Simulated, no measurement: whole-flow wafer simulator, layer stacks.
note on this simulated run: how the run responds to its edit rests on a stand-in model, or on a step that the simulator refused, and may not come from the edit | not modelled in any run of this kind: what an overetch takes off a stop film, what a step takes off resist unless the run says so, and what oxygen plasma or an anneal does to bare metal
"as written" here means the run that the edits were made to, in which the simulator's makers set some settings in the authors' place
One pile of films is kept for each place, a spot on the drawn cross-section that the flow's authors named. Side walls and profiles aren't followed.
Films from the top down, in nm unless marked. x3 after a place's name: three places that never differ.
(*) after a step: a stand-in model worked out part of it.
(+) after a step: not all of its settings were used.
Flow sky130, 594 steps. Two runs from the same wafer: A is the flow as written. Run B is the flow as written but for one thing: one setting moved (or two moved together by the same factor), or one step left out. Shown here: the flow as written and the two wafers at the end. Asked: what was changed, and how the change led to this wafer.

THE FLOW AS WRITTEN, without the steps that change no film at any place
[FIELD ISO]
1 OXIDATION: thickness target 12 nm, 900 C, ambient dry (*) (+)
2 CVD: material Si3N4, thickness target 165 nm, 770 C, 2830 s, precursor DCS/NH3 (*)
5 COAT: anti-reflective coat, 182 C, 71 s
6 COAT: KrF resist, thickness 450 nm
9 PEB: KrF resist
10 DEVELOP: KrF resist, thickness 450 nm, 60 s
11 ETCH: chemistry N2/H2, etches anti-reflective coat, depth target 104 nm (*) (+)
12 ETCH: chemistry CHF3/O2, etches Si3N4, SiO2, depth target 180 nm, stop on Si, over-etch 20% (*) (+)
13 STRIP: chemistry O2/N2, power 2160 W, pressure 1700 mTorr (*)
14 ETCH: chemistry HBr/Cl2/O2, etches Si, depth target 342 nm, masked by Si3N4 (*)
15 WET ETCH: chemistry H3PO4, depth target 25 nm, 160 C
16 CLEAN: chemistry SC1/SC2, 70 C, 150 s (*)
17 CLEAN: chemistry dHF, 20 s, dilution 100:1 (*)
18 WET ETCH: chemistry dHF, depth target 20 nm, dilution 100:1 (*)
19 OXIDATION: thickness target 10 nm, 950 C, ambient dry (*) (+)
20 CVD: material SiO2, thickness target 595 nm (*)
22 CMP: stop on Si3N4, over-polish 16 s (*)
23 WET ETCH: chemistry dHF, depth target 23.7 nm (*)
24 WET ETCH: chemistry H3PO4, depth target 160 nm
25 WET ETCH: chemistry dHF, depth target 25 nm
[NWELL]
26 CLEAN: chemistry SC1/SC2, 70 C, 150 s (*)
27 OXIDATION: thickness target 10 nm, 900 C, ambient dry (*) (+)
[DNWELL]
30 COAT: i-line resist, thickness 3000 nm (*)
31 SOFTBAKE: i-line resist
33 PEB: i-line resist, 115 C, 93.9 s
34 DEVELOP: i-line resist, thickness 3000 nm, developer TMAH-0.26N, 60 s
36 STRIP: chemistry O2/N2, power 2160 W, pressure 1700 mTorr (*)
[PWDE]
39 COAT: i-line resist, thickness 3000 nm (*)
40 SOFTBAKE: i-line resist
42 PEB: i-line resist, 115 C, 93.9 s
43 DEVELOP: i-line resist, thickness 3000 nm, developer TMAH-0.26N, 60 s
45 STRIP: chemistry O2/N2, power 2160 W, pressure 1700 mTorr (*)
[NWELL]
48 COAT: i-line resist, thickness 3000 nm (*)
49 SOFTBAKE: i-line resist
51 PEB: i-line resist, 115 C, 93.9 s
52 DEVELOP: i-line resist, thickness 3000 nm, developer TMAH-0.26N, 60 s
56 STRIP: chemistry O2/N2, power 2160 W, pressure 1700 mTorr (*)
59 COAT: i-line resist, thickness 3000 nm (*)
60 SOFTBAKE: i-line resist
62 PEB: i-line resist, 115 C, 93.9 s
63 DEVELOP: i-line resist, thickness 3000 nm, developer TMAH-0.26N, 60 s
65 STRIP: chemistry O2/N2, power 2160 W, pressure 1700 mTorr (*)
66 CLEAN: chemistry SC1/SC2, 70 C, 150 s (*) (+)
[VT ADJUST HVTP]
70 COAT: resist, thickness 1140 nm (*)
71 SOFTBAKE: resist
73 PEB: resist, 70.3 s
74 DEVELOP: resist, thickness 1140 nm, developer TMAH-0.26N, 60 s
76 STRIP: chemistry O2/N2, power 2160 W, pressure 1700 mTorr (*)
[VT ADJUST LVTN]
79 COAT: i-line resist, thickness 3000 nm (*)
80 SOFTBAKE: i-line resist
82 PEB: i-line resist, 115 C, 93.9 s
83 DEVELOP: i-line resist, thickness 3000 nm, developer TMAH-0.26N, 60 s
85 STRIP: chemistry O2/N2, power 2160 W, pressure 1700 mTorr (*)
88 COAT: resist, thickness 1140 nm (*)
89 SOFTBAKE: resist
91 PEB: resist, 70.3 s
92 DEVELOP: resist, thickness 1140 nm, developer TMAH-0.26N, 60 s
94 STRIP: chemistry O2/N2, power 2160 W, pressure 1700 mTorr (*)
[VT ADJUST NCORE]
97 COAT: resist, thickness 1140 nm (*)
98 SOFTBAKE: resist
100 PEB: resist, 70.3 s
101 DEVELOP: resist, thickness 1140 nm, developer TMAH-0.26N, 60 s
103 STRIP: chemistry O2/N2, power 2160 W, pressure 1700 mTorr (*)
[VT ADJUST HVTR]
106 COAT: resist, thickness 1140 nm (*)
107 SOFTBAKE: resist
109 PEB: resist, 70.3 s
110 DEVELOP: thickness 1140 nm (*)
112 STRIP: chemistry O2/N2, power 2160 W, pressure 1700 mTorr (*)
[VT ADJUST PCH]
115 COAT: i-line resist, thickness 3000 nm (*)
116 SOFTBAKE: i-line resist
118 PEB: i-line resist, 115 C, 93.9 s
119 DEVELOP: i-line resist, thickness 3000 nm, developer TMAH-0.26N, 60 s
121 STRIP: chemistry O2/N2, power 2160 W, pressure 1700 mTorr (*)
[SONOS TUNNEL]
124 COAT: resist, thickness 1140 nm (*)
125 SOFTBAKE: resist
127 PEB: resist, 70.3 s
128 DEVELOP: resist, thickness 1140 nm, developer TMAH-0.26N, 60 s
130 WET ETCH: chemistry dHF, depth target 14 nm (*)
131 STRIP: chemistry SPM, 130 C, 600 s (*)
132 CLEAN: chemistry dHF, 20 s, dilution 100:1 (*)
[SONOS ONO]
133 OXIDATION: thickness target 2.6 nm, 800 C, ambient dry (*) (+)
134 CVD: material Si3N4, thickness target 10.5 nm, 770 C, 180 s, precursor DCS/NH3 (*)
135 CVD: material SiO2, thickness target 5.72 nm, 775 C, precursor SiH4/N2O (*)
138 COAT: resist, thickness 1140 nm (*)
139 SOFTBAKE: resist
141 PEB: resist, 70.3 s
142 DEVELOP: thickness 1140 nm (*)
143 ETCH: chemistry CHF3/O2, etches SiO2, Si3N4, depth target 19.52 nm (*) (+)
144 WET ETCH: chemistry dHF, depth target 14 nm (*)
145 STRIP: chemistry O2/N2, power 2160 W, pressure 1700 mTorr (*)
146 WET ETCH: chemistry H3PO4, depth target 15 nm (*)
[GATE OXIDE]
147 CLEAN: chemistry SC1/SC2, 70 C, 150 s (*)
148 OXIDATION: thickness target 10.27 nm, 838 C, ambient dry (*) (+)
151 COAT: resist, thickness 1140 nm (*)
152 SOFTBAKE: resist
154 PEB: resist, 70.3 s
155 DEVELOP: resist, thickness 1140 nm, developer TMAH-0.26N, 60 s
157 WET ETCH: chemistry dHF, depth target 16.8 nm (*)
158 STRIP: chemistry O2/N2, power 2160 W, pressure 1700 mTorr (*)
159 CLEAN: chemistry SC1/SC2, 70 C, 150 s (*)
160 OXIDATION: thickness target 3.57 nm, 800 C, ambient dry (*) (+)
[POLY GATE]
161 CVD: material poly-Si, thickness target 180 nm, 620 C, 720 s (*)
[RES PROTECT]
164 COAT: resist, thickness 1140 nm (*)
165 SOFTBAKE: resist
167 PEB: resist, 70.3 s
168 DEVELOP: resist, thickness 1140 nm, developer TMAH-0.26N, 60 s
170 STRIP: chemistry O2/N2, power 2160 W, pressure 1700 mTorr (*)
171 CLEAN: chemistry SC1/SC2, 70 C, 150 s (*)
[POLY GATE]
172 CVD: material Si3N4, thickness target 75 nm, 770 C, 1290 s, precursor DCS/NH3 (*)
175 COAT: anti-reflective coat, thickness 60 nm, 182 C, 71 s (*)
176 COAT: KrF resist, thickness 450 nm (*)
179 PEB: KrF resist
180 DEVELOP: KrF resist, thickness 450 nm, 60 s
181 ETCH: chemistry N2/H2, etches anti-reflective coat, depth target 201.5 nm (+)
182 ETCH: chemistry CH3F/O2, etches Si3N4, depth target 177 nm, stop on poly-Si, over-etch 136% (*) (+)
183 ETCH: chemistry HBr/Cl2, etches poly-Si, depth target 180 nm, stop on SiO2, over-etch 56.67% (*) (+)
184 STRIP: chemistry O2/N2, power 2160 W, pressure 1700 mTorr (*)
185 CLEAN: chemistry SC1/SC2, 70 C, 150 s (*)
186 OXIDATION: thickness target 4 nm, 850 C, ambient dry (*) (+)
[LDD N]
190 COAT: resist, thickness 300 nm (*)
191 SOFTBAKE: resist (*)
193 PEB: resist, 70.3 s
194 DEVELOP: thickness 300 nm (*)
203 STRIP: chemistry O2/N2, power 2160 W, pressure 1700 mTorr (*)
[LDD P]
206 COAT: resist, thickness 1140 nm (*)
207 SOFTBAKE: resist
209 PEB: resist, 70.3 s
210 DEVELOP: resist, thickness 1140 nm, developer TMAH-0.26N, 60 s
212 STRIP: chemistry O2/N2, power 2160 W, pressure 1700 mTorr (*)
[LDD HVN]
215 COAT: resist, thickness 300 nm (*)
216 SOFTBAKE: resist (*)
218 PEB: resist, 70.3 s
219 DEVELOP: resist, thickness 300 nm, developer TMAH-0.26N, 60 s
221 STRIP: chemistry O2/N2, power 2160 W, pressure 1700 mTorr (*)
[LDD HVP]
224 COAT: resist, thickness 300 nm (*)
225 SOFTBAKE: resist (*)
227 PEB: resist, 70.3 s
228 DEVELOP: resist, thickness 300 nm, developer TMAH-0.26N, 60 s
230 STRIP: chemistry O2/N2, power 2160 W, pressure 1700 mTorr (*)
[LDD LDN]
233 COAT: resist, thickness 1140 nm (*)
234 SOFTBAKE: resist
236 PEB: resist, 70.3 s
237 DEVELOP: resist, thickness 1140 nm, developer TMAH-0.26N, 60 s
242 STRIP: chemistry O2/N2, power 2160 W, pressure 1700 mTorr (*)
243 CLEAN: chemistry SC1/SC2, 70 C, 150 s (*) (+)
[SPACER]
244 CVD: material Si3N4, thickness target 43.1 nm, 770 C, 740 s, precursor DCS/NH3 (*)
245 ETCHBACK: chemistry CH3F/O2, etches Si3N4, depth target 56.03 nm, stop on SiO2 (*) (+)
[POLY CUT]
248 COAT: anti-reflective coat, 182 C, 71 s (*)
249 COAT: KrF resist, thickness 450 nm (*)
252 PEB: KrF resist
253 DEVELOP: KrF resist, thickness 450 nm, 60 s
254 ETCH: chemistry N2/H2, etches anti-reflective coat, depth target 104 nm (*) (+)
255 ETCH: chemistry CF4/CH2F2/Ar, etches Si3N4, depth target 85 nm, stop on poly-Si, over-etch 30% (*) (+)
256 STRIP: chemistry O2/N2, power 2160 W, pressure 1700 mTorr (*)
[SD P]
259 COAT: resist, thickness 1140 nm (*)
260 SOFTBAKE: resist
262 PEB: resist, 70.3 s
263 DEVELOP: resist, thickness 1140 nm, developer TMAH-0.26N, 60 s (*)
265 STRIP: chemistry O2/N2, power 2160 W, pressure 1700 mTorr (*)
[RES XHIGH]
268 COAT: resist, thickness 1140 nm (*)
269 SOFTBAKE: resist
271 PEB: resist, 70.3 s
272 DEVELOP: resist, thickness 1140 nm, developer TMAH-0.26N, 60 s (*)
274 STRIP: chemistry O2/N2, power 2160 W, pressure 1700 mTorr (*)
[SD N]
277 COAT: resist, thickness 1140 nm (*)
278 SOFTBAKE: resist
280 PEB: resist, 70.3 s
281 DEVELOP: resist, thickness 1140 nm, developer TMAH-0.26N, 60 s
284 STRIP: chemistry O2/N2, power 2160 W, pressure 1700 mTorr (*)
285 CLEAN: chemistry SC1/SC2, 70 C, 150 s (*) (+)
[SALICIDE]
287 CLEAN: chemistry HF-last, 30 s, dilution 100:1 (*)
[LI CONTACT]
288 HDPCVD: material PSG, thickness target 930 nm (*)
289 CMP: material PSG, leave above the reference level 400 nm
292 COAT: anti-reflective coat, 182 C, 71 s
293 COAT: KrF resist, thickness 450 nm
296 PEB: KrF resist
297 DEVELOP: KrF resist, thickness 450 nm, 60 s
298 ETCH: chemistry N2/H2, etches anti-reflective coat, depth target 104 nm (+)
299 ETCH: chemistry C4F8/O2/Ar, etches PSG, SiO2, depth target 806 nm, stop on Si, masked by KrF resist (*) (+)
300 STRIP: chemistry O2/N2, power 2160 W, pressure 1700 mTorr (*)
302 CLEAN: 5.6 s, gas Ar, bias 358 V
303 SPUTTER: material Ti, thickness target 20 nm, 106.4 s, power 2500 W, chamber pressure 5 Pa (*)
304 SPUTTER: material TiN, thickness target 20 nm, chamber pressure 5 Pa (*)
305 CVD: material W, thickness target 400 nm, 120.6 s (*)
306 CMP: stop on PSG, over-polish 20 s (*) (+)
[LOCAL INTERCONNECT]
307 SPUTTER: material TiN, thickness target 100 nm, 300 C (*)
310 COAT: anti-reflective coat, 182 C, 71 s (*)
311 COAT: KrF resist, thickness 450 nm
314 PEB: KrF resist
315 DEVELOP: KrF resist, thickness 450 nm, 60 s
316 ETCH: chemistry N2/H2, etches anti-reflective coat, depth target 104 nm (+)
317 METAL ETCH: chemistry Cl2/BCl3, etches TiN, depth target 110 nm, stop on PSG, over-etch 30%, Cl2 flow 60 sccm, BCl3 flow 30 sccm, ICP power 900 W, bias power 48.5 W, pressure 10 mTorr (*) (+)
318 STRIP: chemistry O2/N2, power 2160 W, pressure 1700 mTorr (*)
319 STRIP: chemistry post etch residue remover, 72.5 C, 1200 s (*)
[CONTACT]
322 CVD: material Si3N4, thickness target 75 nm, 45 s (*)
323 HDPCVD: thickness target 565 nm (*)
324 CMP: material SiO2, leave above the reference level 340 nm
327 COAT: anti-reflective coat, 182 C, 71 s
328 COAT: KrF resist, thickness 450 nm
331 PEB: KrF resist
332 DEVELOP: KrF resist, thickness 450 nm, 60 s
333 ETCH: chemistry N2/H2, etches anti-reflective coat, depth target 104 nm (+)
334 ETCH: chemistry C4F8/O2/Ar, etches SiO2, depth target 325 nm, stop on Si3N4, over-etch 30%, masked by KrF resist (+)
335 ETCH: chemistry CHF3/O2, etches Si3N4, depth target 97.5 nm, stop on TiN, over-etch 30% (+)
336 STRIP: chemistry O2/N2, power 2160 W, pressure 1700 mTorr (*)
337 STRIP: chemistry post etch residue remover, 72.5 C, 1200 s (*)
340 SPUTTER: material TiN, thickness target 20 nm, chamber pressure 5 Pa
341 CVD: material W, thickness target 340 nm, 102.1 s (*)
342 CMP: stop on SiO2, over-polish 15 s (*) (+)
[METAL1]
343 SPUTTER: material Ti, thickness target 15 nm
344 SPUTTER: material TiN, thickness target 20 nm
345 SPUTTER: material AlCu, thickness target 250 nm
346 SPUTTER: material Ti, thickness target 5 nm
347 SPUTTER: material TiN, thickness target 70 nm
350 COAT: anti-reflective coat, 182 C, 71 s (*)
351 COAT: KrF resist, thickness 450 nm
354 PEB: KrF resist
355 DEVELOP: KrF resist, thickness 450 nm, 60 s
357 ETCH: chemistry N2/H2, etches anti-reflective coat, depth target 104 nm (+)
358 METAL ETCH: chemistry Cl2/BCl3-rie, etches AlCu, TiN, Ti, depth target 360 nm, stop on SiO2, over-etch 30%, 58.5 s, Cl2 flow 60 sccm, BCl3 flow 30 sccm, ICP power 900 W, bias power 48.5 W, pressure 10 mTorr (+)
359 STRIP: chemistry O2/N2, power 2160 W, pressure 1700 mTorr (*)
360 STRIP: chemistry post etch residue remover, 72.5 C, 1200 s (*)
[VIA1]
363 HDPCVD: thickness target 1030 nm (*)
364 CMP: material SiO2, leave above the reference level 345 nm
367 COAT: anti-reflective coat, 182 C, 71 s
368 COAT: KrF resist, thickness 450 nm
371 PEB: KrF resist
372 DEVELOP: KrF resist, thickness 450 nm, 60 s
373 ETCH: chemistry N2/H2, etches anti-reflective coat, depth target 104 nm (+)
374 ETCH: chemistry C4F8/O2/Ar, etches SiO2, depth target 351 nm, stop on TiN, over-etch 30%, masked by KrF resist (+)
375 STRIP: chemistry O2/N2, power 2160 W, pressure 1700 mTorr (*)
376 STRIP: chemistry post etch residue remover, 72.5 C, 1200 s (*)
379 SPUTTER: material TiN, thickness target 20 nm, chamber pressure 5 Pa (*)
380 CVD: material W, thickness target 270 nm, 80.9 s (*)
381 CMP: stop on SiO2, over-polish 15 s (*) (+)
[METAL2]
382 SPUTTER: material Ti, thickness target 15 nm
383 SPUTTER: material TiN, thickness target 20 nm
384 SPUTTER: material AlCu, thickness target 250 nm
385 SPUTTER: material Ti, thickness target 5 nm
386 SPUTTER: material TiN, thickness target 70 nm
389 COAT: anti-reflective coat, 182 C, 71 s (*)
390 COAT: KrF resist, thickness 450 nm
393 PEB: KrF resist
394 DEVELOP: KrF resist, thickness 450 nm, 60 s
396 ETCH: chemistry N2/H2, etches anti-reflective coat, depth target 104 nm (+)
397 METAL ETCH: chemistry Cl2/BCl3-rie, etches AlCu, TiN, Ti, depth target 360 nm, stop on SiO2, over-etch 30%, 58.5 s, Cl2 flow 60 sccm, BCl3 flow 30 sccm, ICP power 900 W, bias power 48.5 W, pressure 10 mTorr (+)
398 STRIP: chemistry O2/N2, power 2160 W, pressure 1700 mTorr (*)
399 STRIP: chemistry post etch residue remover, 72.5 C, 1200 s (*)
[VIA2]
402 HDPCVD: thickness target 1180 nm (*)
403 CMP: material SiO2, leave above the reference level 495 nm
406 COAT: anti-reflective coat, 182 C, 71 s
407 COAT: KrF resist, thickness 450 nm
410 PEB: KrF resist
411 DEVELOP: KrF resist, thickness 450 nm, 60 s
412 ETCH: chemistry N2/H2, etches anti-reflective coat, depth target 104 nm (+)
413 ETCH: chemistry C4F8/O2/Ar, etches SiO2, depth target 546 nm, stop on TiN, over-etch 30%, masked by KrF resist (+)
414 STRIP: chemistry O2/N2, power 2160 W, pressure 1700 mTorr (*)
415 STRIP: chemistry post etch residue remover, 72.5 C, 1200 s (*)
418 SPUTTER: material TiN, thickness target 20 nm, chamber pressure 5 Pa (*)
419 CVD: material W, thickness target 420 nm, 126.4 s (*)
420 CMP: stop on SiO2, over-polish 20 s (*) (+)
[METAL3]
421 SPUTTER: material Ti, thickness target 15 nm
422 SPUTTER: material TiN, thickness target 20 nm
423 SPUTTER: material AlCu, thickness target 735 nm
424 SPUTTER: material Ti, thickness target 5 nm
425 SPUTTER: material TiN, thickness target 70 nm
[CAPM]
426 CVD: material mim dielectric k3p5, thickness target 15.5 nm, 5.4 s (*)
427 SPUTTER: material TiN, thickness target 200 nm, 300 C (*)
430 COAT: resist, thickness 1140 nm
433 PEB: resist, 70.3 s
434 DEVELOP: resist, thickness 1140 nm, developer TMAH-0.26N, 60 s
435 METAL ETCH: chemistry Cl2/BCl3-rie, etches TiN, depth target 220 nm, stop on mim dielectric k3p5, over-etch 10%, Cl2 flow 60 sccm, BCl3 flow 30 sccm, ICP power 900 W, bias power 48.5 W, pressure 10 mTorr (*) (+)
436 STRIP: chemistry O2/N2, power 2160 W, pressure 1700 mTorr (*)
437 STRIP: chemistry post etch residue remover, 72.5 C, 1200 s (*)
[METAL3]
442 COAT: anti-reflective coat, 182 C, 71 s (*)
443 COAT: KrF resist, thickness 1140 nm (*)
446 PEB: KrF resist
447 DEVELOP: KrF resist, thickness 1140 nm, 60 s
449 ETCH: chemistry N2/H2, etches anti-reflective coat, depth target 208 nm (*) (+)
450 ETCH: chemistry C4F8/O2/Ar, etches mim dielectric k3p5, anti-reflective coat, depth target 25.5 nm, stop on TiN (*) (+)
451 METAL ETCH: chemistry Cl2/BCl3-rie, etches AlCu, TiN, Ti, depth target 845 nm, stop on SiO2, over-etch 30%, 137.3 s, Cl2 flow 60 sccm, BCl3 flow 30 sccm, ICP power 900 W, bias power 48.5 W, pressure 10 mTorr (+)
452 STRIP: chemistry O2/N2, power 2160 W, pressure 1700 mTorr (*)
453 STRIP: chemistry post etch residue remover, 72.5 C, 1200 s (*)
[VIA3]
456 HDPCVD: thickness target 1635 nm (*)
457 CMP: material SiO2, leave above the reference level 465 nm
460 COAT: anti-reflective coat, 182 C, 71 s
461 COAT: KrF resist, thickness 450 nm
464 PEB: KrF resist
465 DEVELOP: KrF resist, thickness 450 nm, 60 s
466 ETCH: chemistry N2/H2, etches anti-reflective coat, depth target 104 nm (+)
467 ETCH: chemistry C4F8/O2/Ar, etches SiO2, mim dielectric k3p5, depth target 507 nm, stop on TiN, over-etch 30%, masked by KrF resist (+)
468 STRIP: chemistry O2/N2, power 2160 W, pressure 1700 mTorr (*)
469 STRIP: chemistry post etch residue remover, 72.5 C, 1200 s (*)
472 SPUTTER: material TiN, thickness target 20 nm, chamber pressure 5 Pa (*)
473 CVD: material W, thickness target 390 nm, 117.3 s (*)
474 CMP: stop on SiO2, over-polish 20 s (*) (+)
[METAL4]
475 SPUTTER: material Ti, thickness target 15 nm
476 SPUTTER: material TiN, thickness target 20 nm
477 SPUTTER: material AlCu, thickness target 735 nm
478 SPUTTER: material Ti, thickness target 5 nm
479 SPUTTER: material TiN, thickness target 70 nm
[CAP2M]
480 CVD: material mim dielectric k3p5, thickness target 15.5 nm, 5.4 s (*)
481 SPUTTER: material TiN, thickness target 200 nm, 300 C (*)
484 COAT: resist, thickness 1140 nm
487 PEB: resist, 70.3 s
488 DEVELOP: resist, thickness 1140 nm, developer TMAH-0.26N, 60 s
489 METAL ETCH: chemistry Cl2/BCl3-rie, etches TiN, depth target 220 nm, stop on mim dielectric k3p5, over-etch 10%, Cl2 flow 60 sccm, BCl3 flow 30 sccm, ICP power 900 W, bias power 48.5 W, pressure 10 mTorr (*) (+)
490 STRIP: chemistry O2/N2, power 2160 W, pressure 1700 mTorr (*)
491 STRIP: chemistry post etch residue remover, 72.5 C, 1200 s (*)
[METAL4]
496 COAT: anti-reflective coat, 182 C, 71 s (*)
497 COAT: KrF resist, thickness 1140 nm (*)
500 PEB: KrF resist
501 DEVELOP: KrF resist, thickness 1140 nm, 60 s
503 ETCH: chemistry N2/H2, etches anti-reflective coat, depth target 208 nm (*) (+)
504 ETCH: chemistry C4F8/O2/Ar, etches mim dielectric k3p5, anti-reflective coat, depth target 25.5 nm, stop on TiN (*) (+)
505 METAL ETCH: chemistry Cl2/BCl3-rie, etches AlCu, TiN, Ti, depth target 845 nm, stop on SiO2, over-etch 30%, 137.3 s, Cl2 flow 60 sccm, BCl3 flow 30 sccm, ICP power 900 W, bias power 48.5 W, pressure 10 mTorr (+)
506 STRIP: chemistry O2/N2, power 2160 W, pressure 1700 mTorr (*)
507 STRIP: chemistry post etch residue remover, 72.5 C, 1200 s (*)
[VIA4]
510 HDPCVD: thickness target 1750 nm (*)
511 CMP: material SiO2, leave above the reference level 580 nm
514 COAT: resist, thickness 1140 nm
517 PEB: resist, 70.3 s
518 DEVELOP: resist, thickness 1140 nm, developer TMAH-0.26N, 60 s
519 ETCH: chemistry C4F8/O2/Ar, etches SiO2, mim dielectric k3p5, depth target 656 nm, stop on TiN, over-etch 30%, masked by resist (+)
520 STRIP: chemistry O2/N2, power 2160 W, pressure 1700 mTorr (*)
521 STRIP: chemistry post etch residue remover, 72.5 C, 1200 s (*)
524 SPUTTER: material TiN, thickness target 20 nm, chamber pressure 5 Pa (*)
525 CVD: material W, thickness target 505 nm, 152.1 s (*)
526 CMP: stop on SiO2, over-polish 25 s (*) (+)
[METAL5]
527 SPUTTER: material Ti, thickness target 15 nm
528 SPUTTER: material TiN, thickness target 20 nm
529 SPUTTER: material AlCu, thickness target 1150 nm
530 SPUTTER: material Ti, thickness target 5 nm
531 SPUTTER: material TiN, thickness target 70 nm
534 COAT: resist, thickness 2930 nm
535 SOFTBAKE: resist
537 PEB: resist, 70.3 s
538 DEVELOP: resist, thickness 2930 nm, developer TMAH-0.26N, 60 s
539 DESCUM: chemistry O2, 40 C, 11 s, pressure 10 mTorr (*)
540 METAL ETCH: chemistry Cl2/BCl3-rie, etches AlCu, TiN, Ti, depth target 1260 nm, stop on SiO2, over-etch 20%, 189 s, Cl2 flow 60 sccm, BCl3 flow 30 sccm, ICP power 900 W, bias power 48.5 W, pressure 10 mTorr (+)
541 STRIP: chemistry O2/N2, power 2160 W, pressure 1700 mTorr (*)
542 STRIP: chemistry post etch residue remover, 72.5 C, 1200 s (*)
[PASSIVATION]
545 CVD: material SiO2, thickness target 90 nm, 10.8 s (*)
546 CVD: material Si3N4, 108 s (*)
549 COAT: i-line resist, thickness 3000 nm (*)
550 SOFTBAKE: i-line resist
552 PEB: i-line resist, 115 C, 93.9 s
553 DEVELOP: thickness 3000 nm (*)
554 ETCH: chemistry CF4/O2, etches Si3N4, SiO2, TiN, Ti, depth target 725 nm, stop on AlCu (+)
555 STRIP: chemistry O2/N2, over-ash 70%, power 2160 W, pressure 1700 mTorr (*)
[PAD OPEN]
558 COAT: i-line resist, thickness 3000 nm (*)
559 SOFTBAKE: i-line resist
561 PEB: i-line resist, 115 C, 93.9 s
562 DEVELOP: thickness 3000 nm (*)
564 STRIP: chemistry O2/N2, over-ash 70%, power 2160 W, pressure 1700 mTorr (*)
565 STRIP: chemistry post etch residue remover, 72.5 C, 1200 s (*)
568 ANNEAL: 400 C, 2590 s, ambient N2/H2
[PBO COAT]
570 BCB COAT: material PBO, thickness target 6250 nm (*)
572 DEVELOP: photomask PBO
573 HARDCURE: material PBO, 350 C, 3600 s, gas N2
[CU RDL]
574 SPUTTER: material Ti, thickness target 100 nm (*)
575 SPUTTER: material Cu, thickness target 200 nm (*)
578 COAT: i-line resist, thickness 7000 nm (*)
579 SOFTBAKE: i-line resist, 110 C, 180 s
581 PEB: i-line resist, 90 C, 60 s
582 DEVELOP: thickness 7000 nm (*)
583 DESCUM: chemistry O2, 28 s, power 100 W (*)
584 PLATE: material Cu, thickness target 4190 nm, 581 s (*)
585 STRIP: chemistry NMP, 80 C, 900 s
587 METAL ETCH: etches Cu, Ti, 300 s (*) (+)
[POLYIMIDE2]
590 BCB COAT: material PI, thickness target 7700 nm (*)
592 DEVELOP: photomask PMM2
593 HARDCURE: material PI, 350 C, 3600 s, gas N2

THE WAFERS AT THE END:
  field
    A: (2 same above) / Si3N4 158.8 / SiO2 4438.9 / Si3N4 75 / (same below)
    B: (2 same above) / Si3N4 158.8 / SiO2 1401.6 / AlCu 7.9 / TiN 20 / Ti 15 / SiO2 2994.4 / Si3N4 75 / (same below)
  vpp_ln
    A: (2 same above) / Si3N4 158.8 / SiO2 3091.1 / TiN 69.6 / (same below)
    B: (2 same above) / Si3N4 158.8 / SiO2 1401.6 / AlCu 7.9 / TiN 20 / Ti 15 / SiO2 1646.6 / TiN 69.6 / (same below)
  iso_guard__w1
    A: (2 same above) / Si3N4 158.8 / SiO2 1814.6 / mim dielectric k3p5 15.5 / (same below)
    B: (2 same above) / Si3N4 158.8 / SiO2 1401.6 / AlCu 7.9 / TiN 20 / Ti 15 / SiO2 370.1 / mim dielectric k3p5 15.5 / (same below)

The cause: step 505, METAL ETCH: depth target 612.6 nm was run, where the flow has depth target 845 nm; step 505, METAL ETCH: 99.5 s was run, where the flow has 137.3 s.

How the change led to this, step by step:
  505 METAL ETCH: chemistry Cl2/BCl3-rie, etches AlCu, TiN, Ti, depth target 845 nm, stop on SiO2, over-etch 30%, 137.3 s, Cl2 flow 60 sccm, BCl3 flow 30 sccm, ICP power 900 W, bias power 48.5 W, pressure 10 mTorr (+)
      field, gate, spacer and 68 more: A TiN -70 (all of it), Ti -5 (all of it), AlCu -735 (all of it), TiN -20 (all of it), Ti -15 (all of it), SiO2 -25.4 | B TiN -70 (all of it), Ti -5 (all of it), AlCu -721.4
      active, vpp_iso1, mim_edge_plate and 14 more: A TiN -70 (all of it), Ti -5 (all of it), AlCu -735 (all of it), TiN -20 (all of it), Ti -15 (all of it), SiO2 -25.3 | B TiN -70 (all of it), Ti -5 (all of it), AlCu -721.4
      (and at 105 more places)
  506 STRIP: chemistry O2/N2, power 2160 W, pressure 1700 mTorr (*)
      gate_hv, mim, dice_street and 76 more: A KrF resist -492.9 (all of it), anti-reflective coat -80 (all of it) | B KrF resist -644 (all of it), anti-reflective coat -80 (all of it)
      n_well, p_well, sd_n, sd_p, pad, mim_edge_plate_strap, mim_edge_gap_sheet: A KrF resist -492.9 (all of it), anti-reflective coat -80 (all of it) | B KrF resist -643.9 (all of it), anti-reflective coat -80 (all of it)
      (and at 19 more places)
  507 STRIP: chemistry post etch residue remover, 72.5 C, 1200 s (*)
      field, active, gate and 85 more: A nothing | B AlCu -5.72
  510 HDPCVD: thickness target 1750 nm (*)
      field, active, gate and 85 more: A SiO2 +1750 | B SiO2 +1750 (new film)
  511 CMP: material SiO2, leave above the reference level 580 nm
      field, active, gate and 77 more: A SiO2 -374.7 | B SiO2 -442.9
      iso_guard__w1, mim_edge_gap, vpp_l1ln, vpp_m3ln, rpm_encl, via2_enc, rpm_encl_psd, iso_guard_nsd_tip: A SiO2 -374.6 | B SiO2 -442.9
Counting metal films that touch as one body, field has 1 body; the flow as written gives 0 bodies.
Counting metal films that touch as one body, vpp_ln has 3 bodies (between them, from the top down: SiO2 1646.6; SiO2 267.2); the flow as written gives 2 bodies (between them, from the top down: SiO2 267.2).
Counting metal films that touch as one body, iso_guard__w1 has 2 bodies (between them, from the top down: SiO2 370.1 / mim dielectric k3p5 15.5); the flow as written gives 1 body.
